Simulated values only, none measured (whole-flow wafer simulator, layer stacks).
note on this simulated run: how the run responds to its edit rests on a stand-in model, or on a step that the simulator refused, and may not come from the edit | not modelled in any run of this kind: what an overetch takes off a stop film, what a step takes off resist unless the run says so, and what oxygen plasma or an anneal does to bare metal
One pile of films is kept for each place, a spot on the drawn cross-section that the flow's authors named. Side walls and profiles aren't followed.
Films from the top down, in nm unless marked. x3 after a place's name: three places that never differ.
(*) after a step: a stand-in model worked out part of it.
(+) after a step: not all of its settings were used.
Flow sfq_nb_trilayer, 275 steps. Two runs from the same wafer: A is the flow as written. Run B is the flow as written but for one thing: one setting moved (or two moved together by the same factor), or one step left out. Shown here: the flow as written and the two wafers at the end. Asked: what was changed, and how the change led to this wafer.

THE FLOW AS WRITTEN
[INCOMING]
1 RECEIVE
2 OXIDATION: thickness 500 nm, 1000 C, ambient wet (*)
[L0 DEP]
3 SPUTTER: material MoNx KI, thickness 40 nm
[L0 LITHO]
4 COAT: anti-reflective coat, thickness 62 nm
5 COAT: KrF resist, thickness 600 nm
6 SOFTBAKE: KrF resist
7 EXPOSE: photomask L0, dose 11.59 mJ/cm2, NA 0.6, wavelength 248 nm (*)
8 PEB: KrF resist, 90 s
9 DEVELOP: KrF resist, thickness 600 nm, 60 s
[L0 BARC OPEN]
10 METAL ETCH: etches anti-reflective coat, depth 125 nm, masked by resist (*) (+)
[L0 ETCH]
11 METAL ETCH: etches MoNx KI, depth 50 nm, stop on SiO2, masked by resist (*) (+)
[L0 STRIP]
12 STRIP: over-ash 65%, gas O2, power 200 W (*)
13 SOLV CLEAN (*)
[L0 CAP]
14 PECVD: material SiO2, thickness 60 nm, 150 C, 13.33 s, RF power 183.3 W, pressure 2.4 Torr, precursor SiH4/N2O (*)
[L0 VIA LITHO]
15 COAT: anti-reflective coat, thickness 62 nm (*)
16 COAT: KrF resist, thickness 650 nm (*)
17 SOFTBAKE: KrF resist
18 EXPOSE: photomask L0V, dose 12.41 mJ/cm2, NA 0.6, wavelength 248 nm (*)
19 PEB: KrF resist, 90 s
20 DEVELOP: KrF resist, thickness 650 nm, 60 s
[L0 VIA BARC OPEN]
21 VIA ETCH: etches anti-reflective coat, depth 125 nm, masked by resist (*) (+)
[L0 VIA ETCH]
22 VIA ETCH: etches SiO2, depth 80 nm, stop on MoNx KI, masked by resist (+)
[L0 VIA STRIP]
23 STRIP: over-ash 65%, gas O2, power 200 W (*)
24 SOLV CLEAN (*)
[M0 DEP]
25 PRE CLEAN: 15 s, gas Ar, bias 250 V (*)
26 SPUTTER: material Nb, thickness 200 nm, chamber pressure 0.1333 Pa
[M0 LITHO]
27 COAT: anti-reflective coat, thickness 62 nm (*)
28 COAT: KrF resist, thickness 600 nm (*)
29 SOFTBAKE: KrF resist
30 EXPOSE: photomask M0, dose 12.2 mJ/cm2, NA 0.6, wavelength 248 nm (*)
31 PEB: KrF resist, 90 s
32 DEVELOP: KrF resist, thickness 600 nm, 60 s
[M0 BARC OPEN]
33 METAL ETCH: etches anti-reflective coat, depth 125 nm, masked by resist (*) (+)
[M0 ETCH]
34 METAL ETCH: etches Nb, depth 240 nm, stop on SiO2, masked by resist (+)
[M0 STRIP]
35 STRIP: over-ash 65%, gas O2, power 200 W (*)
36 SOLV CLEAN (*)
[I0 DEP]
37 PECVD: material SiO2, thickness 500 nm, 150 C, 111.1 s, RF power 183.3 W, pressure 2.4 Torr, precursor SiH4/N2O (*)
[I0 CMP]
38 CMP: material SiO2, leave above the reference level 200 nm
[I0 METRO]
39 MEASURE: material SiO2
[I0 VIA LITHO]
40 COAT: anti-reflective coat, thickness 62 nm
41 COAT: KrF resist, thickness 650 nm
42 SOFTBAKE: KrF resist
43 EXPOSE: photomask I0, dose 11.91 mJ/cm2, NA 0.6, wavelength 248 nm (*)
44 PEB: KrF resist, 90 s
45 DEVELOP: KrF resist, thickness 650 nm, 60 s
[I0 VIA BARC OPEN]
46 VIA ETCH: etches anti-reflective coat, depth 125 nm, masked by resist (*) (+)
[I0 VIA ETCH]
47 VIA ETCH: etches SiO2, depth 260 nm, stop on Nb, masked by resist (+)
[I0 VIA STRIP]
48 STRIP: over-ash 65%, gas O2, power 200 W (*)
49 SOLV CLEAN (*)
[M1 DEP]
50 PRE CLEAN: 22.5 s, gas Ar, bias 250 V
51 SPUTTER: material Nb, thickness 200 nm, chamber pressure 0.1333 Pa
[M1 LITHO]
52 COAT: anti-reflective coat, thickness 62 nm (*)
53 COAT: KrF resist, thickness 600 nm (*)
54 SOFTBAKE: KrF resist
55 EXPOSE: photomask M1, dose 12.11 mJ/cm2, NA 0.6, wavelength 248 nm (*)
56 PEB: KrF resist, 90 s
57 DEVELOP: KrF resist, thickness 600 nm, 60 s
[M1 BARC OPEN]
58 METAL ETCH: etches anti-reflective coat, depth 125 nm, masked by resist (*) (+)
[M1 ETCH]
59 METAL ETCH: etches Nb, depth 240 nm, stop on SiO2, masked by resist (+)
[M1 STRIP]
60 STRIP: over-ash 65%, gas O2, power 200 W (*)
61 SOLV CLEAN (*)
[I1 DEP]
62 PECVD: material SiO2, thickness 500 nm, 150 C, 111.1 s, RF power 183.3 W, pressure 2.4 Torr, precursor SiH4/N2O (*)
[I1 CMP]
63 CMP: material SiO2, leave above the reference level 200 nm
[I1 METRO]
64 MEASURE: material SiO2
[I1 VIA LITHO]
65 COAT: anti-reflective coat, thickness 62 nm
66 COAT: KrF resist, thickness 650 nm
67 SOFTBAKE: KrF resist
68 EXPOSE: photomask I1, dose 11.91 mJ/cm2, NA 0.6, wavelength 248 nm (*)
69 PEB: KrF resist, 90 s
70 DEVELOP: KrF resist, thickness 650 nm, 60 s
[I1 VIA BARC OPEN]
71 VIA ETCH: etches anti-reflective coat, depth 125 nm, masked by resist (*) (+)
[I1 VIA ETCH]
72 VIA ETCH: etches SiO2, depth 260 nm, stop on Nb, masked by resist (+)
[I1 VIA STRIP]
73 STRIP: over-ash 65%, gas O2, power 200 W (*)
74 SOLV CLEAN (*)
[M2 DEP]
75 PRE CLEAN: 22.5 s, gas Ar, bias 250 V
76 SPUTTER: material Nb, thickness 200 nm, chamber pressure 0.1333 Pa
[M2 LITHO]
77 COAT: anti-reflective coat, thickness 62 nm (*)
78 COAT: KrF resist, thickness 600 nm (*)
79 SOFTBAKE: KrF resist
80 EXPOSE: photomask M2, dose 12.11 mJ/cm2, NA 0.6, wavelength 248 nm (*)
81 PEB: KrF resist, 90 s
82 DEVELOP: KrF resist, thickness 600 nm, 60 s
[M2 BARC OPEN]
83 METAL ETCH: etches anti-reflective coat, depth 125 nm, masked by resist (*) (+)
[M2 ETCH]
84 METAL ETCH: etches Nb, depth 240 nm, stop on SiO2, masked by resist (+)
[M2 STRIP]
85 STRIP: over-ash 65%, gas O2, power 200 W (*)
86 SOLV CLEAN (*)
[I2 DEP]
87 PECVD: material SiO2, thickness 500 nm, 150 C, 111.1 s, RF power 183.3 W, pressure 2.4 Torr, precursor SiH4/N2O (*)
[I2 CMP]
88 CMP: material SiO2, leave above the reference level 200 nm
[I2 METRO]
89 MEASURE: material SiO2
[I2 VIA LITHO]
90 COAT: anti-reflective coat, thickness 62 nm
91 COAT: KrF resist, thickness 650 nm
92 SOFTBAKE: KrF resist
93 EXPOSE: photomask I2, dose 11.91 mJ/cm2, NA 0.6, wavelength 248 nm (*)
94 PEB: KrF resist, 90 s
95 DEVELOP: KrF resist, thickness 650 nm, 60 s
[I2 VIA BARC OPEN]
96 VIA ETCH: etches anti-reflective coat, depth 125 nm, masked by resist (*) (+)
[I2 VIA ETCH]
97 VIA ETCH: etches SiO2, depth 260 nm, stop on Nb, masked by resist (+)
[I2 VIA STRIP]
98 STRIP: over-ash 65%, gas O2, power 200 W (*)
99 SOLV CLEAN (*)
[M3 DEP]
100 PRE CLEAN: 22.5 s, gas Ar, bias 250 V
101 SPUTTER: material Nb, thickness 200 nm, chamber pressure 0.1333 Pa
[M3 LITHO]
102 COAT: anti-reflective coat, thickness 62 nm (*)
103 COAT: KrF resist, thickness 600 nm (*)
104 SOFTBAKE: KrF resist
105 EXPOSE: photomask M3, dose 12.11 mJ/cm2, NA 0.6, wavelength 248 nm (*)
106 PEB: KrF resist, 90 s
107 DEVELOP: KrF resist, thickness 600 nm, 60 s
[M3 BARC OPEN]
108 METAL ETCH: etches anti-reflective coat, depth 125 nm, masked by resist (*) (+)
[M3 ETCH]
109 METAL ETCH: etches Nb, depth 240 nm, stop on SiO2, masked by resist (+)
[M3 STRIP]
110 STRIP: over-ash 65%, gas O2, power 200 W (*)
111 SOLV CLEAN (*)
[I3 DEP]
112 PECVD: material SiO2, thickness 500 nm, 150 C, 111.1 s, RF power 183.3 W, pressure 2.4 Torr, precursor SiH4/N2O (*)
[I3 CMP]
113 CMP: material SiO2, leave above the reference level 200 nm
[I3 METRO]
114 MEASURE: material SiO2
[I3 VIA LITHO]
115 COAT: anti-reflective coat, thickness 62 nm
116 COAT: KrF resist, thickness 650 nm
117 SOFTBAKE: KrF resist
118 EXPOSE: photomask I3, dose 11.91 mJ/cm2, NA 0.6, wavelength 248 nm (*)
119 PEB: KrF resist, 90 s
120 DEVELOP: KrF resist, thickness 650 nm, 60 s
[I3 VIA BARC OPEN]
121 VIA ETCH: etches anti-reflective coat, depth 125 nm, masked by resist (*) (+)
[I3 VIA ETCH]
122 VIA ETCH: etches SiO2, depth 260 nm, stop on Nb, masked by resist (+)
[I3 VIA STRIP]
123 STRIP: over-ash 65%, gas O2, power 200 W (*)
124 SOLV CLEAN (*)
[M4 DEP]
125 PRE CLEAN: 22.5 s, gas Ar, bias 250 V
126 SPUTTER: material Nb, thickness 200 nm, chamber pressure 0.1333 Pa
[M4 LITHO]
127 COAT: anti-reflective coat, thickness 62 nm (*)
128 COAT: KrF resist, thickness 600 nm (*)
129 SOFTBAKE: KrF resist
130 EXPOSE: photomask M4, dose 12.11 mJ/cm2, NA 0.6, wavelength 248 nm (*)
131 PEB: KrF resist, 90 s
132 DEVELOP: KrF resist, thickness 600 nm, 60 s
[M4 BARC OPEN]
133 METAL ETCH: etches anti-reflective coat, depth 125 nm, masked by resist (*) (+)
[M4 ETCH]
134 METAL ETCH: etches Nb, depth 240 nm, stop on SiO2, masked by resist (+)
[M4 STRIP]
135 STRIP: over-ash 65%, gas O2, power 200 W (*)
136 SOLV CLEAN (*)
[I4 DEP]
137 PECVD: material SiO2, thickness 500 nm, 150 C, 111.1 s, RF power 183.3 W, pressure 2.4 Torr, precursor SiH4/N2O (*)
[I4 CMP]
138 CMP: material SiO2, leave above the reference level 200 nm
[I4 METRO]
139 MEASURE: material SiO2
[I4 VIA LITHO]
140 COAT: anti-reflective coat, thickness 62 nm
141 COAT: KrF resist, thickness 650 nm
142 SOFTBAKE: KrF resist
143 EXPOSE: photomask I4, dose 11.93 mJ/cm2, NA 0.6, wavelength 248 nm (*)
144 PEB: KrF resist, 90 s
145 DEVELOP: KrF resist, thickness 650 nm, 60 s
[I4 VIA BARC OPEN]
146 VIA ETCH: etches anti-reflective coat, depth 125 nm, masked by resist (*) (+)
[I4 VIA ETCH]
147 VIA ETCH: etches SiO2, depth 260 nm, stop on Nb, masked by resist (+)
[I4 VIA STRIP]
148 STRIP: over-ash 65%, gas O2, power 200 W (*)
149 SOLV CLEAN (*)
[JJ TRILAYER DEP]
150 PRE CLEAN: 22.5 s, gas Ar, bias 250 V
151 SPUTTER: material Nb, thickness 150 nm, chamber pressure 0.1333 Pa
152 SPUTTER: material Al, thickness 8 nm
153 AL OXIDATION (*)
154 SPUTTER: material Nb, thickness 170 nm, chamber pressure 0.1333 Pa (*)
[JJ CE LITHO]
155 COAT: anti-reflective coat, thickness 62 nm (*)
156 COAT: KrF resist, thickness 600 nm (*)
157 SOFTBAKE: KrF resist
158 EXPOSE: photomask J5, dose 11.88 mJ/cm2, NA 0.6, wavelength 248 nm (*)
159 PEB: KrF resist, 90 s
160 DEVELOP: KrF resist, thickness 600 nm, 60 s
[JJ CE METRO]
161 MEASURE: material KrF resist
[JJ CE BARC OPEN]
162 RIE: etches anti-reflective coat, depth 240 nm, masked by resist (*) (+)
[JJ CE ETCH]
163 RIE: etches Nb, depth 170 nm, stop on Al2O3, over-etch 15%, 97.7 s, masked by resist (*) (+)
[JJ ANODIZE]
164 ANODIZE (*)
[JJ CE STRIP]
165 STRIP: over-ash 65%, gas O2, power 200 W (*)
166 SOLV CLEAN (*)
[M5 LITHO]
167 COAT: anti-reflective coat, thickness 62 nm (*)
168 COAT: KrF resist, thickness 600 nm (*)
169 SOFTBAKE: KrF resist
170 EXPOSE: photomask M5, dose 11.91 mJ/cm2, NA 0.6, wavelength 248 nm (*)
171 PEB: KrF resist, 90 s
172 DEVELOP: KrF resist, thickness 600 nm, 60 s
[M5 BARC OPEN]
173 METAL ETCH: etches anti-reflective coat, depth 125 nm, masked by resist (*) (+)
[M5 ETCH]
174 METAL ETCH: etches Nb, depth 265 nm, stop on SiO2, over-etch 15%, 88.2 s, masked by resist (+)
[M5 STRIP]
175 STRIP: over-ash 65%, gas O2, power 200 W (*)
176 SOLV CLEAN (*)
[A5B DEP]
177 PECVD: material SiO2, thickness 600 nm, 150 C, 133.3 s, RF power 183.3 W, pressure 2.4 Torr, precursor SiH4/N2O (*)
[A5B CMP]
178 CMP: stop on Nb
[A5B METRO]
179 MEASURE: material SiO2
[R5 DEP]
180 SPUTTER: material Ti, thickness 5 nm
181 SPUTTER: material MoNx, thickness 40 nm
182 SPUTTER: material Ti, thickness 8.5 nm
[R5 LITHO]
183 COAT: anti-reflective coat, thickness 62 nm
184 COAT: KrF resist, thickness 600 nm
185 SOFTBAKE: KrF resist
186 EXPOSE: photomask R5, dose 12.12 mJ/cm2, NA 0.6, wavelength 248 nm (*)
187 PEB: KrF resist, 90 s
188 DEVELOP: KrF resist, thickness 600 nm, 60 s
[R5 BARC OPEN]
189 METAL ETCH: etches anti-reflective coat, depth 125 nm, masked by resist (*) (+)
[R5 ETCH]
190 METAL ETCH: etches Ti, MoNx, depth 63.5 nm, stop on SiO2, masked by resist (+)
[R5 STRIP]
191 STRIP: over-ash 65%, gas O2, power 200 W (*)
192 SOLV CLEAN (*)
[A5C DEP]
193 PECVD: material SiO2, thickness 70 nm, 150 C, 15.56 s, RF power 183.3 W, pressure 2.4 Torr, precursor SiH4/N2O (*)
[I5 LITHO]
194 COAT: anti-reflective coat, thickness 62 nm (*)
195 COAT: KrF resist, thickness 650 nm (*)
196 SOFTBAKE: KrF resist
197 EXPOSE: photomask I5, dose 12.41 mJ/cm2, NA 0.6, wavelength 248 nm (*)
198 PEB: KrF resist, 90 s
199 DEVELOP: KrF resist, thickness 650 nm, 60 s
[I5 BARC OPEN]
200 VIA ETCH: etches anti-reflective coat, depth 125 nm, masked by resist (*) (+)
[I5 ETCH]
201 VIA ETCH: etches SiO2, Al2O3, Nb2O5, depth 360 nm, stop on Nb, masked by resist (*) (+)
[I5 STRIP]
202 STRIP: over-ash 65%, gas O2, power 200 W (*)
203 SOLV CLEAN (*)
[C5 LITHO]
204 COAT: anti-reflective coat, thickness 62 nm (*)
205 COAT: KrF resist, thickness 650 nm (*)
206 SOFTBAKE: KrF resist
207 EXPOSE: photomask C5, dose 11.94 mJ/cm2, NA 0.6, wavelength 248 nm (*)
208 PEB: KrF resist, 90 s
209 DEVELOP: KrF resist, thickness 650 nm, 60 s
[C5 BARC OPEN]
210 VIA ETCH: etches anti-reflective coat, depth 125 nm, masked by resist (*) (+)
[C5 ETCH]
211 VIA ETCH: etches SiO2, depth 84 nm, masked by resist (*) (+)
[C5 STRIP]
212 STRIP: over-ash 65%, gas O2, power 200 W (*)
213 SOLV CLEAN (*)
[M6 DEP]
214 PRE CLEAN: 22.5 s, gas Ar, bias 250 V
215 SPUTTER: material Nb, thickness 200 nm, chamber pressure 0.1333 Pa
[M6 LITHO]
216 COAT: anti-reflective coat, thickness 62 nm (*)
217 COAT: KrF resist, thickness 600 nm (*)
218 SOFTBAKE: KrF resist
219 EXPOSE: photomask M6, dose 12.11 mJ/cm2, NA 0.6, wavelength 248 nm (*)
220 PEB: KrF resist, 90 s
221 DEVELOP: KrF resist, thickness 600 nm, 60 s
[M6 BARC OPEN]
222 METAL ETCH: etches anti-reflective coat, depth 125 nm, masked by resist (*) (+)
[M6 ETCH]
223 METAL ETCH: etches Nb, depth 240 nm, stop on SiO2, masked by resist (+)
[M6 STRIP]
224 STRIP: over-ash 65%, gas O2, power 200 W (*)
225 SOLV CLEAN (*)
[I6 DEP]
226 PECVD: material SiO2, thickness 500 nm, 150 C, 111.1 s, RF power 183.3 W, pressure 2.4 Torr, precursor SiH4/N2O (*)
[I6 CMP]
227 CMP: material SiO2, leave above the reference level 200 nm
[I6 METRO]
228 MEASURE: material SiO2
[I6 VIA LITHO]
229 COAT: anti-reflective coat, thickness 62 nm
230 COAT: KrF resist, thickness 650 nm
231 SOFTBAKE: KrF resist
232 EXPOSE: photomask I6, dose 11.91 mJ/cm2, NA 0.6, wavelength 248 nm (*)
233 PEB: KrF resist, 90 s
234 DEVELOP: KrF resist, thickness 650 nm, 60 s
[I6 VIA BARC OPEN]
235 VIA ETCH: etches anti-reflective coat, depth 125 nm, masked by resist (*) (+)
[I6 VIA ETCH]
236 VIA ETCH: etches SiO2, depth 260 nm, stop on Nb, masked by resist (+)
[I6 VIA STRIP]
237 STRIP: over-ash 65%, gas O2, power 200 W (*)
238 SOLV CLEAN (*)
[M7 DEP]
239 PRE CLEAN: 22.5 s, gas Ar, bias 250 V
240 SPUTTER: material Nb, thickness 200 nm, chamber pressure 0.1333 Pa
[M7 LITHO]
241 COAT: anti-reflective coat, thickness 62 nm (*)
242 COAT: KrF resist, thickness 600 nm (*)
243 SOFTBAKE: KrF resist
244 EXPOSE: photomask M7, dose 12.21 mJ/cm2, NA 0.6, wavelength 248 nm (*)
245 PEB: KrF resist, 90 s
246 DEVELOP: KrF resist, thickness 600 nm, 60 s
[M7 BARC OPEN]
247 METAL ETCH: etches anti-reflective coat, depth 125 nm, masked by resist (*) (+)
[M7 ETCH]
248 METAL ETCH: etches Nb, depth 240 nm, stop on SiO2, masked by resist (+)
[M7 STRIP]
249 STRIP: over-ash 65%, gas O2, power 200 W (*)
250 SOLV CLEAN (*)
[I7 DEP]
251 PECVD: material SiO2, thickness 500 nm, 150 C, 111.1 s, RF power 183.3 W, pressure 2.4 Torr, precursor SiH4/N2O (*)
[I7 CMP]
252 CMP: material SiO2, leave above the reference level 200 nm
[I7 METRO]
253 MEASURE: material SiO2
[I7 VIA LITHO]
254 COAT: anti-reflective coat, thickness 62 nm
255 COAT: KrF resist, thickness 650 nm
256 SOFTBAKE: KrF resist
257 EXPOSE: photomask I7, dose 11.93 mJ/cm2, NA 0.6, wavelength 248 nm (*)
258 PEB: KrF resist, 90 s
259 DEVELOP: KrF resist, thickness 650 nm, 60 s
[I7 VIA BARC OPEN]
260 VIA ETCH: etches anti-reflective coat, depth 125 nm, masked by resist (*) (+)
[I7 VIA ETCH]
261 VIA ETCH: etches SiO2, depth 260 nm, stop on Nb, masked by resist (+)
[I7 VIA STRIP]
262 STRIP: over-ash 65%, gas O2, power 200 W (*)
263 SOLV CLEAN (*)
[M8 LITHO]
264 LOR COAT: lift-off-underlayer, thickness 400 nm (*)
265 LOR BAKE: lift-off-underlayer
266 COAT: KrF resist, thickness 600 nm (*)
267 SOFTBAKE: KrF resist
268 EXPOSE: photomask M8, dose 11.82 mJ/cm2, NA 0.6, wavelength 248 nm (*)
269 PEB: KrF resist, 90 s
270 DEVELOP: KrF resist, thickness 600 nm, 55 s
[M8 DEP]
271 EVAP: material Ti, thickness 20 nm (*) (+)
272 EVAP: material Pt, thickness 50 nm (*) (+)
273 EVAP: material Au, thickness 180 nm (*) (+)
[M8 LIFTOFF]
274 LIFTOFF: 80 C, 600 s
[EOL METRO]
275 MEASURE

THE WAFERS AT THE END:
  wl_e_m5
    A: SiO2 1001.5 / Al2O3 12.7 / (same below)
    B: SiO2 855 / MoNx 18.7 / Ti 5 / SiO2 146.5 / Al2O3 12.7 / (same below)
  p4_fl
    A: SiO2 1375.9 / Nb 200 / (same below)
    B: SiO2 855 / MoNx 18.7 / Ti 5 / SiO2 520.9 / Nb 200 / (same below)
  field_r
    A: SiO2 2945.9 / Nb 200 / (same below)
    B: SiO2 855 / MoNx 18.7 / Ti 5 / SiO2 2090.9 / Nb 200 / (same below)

The cause: step 190, METAL ETCH: depth 29.8 nm was run, where the flow has depth 63.5 nm.

How the change led to this, step by step:
  190 METAL ETCH: etches Ti, MoNx, depth 63.5 nm, stop on SiO2, masked by resist (+)
      field_l, v_sur, via_wl and 92 more: A Ti -8.5 (all of it), MoNx -40 (all of it), Ti -5 (all of it) | B Ti -8.5 (all of it), MoNx -21.3
      ce_l, c5j, ce_r, wl_jj: A Ti -8.5 (all of it), MoNx -40 (all of it), Ti -5 (all of it), Nb -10 | B Ti -8.5 (all of it), MoNx -21.3
      (and at 7 more places)
  191 STRIP: over-ash 65%, gas O2, power 200 W (*)
      be_r, r_sur, res, r_end, r5r_line_l, r5r_line_c, r5r_line_r: A KrF resist -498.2 (all of it), anti-reflective coat -62 (all of it) | B KrF resist -511.6 (all of it), anti-reflective coat -62 (all of it)
  193 PECVD: material SiO2, thickness 70 nm, 150 C, 15.56 s, RF power 183.3 W, pressure 2.4 Torr, precursor SiH4/N2O (*)
      field_l, v_sur, via_wl and 92 more: A SiO2 +70 | B SiO2 +70 (new film)
  194 COAT: anti-reflective coat, thickness 62 nm (*)
      wl_j_sl, wl_j_sr: A anti-reflective coat +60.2 (new film) | B anti-reflective coat +62 (new film)
      r5r_spacepad_l, r5r_spacepad_r: A anti-reflective coat +84.4 (new film) | B anti-reflective coat +74.2 (new film)
      (and at 15 more places)
  201 VIA ETCH: etches SiO2, Al2O3, Nb2O5, depth 360 nm, stop on Nb, masked by resist (*) (+)
      be: A SiO2 -216.4 (all of it), Al2O3 -12.7 (all of it), Nb2O5 -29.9 (all of it) | B SiO2 -69.8 (all of it), MoNx -18.7 (all of it), Ti -5 (all of it), SiO2 -146.5 (all of it), Al2O3 -12.7 (all of it), Nb2O5 -29.9 (all of it)
  202 STRIP: over-ash 65%, gas O2, power 200 W (*)
      wl_j_sl, wl_j_sr: A KrF resist -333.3 (all of it), anti-reflective coat -60.2 (all of it) | B KrF resist -333.2 (all of it), anti-reflective coat -62 (all of it)
      r5r_spacepad_l, r5r_spacepad_r: A KrF resist -335.6 (all of it), anti-reflective coat -84.4 (all of it) | B KrF resist -334.6 (all of it), anti-reflective coat -74.2 (all of it)
      (and at 15 more places)
  204 COAT: anti-reflective coat, thickness 62 nm (*)
      wl_j_sl, wl_j_sr: A anti-reflective coat +60.2 (new film) | B anti-reflective coat +62 (new film)
      r5r_spacepad_l, r5r_spacepad_r: A anti-reflective coat +84.4 (new film) | B anti-reflective coat +74.2 (new film)
      (and at 17 more places)
  205 COAT: KrF resist, thickness 650 nm (*)
      be: A KrF resist +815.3 (new film) | B KrF resist +832 (new film)
  210 VIA ETCH: etches anti-reflective coat, depth 125 nm, masked by resist (*) (+)
      field_l, v_sur, via_wl and 101 more: A KrF resist -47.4 | B KrF resist -49
      c5j: A anti-reflective coat -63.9 (all of it), SiO2 -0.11 | B anti-reflective coat -61.2 (all of it), SiO2 -0.14
      (and at 1 more place)
  211 VIA ETCH: etches SiO2, depth 84 nm, masked by resist (*) (+)
      c5j: A SiO2 -69.9 (all of it), Nb -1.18 | B SiO2 -69.9 (all of it)
  212 STRIP: over-ash 65%, gas O2, power 200 W (*)
      wl_j_sl, wl_j_sr: A KrF resist -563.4 (all of it), anti-reflective coat -60.2 (all of it) | B KrF resist -561.6 (all of it), anti-reflective coat -62 (all of it)
      r5r_spacepad_l, r5r_spacepad_r: A KrF resist -565.8 (all of it), anti-reflective coat -84.4 (all of it) | B KrF resist -562.9 (all of it), anti-reflective coat -74.2 (all of it)
      (and at 15 more places)
  214 PRE CLEAN: 22.5 s, gas Ar, bias 250 V
      c5j: A Nb -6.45 | B MoNx -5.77
  215 SPUTTER: material Nb, thickness 200 nm, chamber pressure 0.1333 Pa
      c5j: A Nb +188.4 | B Nb +189.1 (new film)
      be: A Nb +147.3 | B Nb +142.1
  216 COAT: anti-reflective coat, thickness 62 nm (*)
      r5r_line_l, r5r_line_c, r5r_line_r: A anti-reflective coat +50 (new film) | B anti-reflective coat +54.3 (new film)
      wl_j_sl, wl_j_sr: A anti-reflective coat +60.2 (new film) | B anti-reflective coat +62 (new film)
      (and at 17 more places)
  217 COAT: KrF resist, thickness 600 nm (*)
      be: A KrF resist +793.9 (new film) | B KrF resist +814.1 (new film)
  222 METAL ETCH: etches anti-reflective coat, depth 125 nm, masked by resist (*) (+)
      r5r_line_l, r5r_line_c, r5r_line_r: A anti-reflective coat -50 (all of it) | B anti-reflective coat -54.3 (all of it)
      r5r_spacepad_l, r5r_spacepad_r: A anti-reflective coat -85.7 (all of it) | B anti-reflective coat -74.6 (all of it)
      (and at 2 more places)
  ... 2 more steps ...
  227 CMP: material SiO2, leave above the reference level 200 nm
      ce_l, ce_r, wl_jj: A SiO2 -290 | B SiO2 -300
      be_r, r_sur, r_end: A SiO2 -353.5 | B SiO2 -329.8
      (and at 7 more places)
Counting metal films that touch as one body, wl_e_m5 has 7 bodies (between them, from the top down: SiO2 146.5 / Al2O3 12.7 / Nb2O5 29.9; SiO2 192.5; SiO2 192.5; SiO2 192.5; SiO2 192.5; SiO2 192.5); the flow as written gives 6 bodies (between them, from the top down: SiO2 192.5; SiO2 192.5; SiO2 192.5; SiO2 192.5; SiO2 192.5).
Counting metal films that touch as one body, p4_fl has 3 bodies (between them, from the top down: SiO2 520.9; SiO2 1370); the flow as written gives 2 bodies (between them, from the top down: SiO2 1370).
Counting metal films that touch as one body, field_r has 2 bodies (between them, from the top down: SiO2 2090.9); the flow as written gives 1 body.
